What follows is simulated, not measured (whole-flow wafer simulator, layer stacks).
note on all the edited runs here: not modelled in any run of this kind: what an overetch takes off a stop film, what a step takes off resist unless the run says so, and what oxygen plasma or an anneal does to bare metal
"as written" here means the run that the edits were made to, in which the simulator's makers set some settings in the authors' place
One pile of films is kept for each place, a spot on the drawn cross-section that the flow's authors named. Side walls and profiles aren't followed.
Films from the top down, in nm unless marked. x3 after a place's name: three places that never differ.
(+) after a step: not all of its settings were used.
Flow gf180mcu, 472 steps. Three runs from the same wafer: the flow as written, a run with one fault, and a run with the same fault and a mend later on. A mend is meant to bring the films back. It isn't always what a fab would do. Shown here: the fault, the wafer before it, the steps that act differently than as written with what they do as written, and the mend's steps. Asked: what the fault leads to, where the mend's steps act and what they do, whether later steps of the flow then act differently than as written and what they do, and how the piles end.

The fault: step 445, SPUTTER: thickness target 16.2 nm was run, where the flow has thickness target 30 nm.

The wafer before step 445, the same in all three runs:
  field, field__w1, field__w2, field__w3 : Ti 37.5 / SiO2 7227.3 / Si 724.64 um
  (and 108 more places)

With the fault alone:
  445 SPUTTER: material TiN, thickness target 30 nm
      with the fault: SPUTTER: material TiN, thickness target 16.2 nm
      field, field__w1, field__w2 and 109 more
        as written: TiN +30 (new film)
        with the fault: TiN +16.2 (new film)
  Later steps of the flow that act differently than as written (4 more steps differ only slightly, by at most 2% or 0.5 nm, whichever is larger, and aren't shown):
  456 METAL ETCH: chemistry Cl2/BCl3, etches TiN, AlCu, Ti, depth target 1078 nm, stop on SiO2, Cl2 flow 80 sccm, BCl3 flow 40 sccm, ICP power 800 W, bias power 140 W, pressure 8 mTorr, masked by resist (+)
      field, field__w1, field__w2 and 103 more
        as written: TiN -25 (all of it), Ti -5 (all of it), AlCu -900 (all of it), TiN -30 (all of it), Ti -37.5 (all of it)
        with the fault: TiN -25 (all of it), Ti -5 (all of it), AlCu -900 (all of it), TiN -16.2 (all of it), Ti -37.5 (all of it)
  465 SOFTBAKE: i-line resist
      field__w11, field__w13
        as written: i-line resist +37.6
        with the fault: i-line resist +36.8
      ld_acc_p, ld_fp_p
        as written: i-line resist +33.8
        with the fault: i-line resist +33.1
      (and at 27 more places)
  At the end the piles differ from the flow's by more than 2% or 0.5 nm, whichever is larger, at field__w8, contact, m1, m1__w1, pad, m1_nw.
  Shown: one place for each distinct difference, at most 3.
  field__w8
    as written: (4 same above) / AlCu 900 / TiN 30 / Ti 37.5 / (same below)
    with the fault: (4 same above) / AlCu 900 / TiN 16.2 / Ti 37.5 / (same below)
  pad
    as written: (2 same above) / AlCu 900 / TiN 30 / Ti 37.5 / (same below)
    with the fault: (2 same above) / AlCu 900 / TiN 16.2 / Ti 37.5 / (same below)

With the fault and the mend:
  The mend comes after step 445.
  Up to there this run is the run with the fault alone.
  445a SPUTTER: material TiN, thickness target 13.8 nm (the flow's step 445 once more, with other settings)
      field, field__w1, field__w2 and 109 more
        TiN +13.8
  No later step of the flow acts differently than as written at any place that is followed.
  At the end the piles are the same as the flow's at every place that both follow.
